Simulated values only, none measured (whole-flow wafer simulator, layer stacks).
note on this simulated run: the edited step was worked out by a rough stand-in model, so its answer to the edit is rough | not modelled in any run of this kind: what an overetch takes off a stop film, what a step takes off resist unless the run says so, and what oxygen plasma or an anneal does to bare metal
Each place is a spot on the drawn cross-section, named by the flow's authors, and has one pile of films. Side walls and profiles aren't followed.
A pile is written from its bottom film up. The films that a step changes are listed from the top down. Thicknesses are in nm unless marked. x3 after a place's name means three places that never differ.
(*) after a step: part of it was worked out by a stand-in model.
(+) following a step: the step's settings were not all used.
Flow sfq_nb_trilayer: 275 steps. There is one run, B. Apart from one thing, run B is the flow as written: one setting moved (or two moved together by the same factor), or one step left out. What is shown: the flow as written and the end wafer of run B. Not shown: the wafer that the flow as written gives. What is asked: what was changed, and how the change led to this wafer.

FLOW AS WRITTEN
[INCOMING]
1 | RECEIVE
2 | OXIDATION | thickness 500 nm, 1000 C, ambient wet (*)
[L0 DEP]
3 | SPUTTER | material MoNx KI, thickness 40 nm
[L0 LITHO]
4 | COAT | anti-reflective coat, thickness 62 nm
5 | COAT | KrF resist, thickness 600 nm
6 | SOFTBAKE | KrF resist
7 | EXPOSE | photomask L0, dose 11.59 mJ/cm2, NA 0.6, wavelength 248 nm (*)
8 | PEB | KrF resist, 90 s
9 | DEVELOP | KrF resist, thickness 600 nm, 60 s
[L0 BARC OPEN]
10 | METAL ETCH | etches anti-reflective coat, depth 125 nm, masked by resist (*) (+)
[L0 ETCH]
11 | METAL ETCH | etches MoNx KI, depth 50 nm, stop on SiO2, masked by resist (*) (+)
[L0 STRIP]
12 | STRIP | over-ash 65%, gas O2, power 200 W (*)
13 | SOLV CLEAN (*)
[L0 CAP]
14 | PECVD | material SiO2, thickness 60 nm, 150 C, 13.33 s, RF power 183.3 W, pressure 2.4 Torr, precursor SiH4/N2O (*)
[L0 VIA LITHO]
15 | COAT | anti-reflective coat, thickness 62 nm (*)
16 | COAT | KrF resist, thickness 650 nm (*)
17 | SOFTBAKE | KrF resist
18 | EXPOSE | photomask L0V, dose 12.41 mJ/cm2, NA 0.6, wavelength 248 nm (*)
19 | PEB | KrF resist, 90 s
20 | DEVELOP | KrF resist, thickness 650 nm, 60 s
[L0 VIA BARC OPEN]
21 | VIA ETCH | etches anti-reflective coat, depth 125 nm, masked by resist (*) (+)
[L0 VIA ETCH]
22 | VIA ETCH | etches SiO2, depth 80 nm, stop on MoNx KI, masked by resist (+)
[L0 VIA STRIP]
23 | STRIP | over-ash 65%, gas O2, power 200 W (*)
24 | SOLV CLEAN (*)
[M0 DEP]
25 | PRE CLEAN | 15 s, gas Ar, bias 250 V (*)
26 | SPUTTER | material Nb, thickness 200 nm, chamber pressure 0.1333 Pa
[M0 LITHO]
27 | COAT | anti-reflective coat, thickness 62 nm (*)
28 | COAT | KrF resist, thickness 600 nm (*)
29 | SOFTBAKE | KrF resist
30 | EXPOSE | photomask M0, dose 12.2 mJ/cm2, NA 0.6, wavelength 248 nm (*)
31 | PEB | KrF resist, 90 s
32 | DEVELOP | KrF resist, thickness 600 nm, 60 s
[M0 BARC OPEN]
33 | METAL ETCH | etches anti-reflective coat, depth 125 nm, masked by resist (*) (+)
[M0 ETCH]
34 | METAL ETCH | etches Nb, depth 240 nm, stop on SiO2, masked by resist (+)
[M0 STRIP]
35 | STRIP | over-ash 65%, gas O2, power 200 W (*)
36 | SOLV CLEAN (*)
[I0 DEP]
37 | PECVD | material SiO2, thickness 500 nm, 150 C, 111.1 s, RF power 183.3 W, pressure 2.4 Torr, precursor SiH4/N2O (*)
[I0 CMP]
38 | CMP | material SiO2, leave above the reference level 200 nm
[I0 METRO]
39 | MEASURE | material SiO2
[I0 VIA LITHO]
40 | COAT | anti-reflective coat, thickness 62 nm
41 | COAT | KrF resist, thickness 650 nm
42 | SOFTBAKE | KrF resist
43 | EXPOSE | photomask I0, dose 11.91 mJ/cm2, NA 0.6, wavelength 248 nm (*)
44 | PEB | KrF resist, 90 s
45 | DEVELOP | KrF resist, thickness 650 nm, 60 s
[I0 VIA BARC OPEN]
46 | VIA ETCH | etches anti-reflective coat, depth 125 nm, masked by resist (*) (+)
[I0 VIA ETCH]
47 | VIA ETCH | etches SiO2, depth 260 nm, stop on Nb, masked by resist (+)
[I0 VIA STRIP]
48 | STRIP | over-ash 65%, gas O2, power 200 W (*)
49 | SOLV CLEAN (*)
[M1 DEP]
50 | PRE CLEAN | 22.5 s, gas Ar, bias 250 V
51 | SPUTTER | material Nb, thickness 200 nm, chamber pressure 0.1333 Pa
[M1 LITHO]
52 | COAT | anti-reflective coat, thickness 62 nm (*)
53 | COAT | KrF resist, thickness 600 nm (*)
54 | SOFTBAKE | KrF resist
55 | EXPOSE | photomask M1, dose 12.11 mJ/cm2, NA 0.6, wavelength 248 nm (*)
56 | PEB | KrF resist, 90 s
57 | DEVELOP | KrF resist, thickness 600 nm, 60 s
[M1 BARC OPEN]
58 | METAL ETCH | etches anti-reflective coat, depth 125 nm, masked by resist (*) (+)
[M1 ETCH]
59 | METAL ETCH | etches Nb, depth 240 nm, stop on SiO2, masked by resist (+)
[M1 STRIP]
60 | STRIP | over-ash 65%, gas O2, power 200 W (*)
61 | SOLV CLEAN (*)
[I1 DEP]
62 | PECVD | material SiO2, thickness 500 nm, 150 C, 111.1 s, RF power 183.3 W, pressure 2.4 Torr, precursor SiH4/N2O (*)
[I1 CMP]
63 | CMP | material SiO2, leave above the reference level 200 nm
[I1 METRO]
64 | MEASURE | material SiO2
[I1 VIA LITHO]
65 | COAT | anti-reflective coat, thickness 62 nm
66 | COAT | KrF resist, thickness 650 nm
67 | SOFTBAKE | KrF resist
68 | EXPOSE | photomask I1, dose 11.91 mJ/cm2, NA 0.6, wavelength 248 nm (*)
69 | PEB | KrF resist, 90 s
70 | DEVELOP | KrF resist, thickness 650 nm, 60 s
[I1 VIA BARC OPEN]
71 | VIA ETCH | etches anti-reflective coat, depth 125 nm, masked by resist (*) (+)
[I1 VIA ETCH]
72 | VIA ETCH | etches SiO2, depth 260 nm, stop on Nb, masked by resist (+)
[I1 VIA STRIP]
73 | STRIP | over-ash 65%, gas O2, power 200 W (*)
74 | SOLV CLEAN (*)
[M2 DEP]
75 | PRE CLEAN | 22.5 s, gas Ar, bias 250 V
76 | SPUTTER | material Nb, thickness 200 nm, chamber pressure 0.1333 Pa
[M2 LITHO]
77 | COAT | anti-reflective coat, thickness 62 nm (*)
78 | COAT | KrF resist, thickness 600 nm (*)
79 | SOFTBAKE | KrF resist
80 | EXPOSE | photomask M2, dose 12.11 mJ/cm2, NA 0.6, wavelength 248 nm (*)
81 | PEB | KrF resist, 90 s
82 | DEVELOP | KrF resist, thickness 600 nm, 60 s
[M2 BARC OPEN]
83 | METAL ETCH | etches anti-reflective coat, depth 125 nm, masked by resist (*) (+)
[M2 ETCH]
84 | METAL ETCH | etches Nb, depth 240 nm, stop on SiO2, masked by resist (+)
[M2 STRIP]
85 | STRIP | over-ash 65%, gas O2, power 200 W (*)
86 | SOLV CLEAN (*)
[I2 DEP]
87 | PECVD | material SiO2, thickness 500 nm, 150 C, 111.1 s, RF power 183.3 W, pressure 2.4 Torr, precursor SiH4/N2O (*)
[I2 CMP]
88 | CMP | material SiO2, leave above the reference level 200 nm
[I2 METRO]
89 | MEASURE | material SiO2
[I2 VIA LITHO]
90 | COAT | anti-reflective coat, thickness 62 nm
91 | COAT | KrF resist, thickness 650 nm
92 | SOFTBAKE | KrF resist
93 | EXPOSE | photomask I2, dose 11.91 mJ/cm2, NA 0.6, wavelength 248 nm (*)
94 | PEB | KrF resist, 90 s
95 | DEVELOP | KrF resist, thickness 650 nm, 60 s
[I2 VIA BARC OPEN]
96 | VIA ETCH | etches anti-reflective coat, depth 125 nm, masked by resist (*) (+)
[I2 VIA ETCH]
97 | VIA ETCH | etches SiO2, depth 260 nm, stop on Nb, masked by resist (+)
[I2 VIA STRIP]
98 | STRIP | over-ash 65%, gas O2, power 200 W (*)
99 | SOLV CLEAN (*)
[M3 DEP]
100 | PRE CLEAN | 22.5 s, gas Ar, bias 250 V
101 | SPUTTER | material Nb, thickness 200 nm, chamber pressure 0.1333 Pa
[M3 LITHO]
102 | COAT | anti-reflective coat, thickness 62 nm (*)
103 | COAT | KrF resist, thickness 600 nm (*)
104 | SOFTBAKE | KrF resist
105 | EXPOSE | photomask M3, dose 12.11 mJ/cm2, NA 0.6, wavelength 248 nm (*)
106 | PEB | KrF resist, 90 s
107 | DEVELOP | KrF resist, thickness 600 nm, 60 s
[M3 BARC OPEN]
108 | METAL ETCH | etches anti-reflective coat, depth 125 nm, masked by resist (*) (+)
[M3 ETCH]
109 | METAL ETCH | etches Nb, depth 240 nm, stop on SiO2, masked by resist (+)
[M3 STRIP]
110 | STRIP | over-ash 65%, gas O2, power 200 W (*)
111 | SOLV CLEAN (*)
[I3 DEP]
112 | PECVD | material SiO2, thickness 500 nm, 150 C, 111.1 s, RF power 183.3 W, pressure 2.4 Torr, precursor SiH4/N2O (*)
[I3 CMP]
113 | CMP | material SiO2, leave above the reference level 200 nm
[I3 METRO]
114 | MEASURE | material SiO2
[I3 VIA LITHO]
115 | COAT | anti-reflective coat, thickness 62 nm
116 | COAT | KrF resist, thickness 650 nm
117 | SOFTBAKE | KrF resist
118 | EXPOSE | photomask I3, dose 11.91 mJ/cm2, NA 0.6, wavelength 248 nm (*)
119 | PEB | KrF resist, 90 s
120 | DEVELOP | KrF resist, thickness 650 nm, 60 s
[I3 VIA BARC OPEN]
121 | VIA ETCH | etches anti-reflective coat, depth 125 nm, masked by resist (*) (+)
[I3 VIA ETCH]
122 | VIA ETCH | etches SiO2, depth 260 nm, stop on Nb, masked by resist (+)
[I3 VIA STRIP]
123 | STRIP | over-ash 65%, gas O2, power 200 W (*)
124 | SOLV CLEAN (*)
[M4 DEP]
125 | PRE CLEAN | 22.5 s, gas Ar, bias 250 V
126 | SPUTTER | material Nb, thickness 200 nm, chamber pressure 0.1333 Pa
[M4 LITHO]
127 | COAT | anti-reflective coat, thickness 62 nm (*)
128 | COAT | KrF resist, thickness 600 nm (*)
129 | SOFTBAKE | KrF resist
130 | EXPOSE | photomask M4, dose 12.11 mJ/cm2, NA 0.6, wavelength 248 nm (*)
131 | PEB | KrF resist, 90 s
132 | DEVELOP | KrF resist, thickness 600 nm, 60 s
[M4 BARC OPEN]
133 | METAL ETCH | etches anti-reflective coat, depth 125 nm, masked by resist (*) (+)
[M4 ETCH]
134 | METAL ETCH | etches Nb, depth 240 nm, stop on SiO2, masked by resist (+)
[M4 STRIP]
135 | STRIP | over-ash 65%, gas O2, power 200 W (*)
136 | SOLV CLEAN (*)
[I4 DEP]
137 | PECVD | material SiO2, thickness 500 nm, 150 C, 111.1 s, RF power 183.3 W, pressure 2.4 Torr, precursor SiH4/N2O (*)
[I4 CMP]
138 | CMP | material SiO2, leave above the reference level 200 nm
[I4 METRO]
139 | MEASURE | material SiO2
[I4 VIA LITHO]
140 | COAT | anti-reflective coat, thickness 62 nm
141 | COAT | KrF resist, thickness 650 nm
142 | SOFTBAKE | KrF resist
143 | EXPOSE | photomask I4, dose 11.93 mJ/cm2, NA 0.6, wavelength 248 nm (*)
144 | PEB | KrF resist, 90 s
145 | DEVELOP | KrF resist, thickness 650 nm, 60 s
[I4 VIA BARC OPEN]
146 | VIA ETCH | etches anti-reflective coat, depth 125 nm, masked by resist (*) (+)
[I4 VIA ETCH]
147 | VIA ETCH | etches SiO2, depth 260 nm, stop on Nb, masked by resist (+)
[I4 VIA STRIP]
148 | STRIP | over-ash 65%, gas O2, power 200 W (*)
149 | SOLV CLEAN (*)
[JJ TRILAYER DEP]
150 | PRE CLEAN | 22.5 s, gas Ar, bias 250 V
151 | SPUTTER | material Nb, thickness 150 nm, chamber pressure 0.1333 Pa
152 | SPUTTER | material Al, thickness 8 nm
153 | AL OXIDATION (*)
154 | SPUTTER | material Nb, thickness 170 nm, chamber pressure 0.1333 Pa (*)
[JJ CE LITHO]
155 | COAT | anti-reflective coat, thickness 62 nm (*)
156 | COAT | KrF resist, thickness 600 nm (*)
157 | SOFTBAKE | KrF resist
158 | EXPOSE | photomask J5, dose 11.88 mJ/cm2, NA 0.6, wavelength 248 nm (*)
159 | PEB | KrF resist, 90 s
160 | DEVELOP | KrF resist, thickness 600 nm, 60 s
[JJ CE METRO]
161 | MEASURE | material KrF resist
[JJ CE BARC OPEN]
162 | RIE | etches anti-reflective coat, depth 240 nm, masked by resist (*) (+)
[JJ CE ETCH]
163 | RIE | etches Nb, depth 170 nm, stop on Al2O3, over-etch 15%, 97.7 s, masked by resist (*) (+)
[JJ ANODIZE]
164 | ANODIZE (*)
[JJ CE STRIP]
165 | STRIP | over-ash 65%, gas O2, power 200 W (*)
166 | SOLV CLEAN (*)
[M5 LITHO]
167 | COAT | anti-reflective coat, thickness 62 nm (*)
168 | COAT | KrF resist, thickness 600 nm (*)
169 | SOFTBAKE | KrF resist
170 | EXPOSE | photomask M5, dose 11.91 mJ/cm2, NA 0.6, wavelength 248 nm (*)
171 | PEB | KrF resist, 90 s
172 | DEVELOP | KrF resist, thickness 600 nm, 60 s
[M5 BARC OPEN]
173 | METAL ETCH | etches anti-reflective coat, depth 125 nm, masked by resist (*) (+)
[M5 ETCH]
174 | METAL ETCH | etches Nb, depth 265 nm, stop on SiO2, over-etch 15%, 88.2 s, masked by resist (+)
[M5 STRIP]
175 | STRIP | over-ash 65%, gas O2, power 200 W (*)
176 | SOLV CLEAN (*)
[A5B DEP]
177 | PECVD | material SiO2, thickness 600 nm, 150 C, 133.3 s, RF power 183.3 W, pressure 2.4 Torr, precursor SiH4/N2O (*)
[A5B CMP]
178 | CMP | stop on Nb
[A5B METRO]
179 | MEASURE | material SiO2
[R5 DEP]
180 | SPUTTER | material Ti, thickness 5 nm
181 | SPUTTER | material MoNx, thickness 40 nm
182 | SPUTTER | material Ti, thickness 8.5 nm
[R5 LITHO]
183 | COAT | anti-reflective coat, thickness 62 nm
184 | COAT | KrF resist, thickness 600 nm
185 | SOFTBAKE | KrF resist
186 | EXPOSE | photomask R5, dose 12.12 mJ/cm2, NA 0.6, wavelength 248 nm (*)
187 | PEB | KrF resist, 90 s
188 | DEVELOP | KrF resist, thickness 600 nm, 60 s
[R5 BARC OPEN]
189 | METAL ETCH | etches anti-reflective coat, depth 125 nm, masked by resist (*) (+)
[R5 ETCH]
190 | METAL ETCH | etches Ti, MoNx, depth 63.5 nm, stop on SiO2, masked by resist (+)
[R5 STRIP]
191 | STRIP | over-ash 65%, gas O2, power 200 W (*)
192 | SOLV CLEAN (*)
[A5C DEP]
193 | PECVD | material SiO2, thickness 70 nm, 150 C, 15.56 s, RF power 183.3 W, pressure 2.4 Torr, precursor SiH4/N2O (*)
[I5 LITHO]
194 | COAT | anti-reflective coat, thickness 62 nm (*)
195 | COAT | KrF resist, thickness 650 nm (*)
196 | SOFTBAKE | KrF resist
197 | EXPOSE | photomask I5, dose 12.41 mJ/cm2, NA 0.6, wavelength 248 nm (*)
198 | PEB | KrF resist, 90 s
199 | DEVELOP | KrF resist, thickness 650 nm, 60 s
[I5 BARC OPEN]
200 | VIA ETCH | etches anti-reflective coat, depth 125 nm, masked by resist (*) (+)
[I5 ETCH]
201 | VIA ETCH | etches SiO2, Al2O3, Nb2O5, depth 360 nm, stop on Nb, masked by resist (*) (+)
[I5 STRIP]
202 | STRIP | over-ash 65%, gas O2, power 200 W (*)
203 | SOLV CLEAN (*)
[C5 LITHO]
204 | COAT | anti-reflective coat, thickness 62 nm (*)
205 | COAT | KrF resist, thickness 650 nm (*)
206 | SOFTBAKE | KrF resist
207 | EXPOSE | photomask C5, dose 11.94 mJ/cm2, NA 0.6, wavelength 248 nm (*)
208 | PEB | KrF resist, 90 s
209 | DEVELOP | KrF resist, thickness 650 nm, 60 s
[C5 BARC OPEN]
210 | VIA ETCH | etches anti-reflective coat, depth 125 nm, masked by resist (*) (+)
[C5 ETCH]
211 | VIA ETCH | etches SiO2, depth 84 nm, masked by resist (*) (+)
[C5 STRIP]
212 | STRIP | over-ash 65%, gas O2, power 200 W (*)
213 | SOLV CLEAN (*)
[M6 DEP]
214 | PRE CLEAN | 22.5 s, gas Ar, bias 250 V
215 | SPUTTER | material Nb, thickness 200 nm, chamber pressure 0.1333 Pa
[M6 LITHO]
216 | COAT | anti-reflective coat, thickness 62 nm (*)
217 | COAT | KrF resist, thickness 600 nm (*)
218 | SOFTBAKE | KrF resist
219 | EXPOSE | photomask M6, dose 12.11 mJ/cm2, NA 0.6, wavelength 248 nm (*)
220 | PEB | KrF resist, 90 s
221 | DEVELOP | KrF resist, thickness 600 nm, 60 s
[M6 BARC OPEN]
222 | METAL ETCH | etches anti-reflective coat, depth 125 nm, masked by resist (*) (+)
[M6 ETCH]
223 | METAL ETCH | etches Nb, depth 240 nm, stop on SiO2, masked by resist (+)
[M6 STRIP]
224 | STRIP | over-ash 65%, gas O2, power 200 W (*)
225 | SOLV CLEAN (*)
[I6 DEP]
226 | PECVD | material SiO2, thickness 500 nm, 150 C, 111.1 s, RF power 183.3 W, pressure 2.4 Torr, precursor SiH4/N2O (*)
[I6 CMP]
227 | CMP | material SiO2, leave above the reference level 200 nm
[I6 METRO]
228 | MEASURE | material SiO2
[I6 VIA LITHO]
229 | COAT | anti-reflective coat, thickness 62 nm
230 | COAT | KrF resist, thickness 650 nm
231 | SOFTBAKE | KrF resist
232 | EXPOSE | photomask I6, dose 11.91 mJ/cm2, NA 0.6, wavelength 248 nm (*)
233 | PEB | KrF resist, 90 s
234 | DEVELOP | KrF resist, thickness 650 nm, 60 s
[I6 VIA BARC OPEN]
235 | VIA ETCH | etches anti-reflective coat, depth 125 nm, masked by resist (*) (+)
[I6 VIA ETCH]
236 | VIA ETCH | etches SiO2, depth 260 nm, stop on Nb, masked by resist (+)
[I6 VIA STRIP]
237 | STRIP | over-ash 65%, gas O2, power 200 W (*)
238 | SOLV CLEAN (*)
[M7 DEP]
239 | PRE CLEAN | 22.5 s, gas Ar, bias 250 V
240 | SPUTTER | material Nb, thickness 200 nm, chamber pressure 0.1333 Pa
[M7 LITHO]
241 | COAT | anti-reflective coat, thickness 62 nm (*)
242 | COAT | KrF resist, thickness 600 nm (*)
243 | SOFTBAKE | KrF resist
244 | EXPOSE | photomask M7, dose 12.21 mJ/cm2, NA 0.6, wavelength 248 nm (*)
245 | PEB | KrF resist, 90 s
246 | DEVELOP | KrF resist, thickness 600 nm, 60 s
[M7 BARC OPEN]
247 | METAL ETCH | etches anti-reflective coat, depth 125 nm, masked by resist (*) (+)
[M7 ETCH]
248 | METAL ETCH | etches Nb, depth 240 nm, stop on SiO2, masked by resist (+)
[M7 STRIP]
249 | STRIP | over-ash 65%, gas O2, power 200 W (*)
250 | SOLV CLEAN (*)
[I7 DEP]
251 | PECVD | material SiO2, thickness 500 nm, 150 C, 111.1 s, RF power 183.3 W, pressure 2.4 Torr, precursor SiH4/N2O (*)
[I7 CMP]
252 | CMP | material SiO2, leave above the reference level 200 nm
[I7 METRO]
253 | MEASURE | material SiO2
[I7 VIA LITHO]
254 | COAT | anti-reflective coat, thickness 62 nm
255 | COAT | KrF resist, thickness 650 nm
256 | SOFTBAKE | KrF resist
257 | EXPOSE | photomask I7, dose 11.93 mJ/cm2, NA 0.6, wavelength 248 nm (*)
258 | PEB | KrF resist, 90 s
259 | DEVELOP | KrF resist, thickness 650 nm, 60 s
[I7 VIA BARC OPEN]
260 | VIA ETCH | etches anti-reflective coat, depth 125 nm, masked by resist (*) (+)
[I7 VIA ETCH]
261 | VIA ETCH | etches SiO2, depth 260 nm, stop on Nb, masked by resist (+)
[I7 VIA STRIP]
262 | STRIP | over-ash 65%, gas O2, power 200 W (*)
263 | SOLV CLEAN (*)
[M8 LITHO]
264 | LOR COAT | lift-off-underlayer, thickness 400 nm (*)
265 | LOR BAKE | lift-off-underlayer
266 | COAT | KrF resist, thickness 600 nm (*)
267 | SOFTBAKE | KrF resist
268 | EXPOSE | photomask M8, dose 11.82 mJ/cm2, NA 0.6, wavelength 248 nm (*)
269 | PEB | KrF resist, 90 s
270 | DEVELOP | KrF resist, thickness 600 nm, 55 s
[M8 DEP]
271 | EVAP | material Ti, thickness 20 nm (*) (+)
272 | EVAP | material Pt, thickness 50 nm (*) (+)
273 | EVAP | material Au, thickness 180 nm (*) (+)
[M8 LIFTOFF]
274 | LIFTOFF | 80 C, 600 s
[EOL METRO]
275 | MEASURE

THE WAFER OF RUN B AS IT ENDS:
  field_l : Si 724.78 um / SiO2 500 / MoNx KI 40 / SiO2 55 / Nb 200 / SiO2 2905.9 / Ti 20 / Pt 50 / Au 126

Cause: step 273, EVAP: thickness 126 nm was run, though the flow has thickness 180 nm.
The wafer itself shows it: field_l has Au 126, and step 273 as written asks for 180 nm.

How this came from the change, step by step:
  273 | EVAP | material Au, thickness 180 nm (*) (+)
      field_l, v_sur, via_wl and 103 more: +126 Au (new film) (as written it would have been: +180 Au (new film))
  274 | LIFTOFF | 80 C, 600 s
      p4_fl, p4_fm, p4_w1 and 71 more: -126 Au (all of it), -50 Pt (all of it), -20 Ti (all of it), -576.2 KrF resist (all of it), -400 lift-off-underlayer (all of it) (as written it would have been: -180 Au (all of it), -50 Pt (all of it), -20 Ti (all of it), -576.2 KrF resist (all of it), -400 lift-off-underlayer (all of it))
      c5j, ce_r: -126 Au (all of it), -50 Pt (all of it), -20 Ti (all of it), -573.3 KrF resist (all of it), -399.3 lift-off-underlayer (all of it) (as written it would have been: -180 Au (all of it), -50 Pt (all of it), -20 Ti (all of it), -573.3 KrF resist (all of it), -399.3 lift-off-underlayer (all of it))
      (as well as at 19 more places)
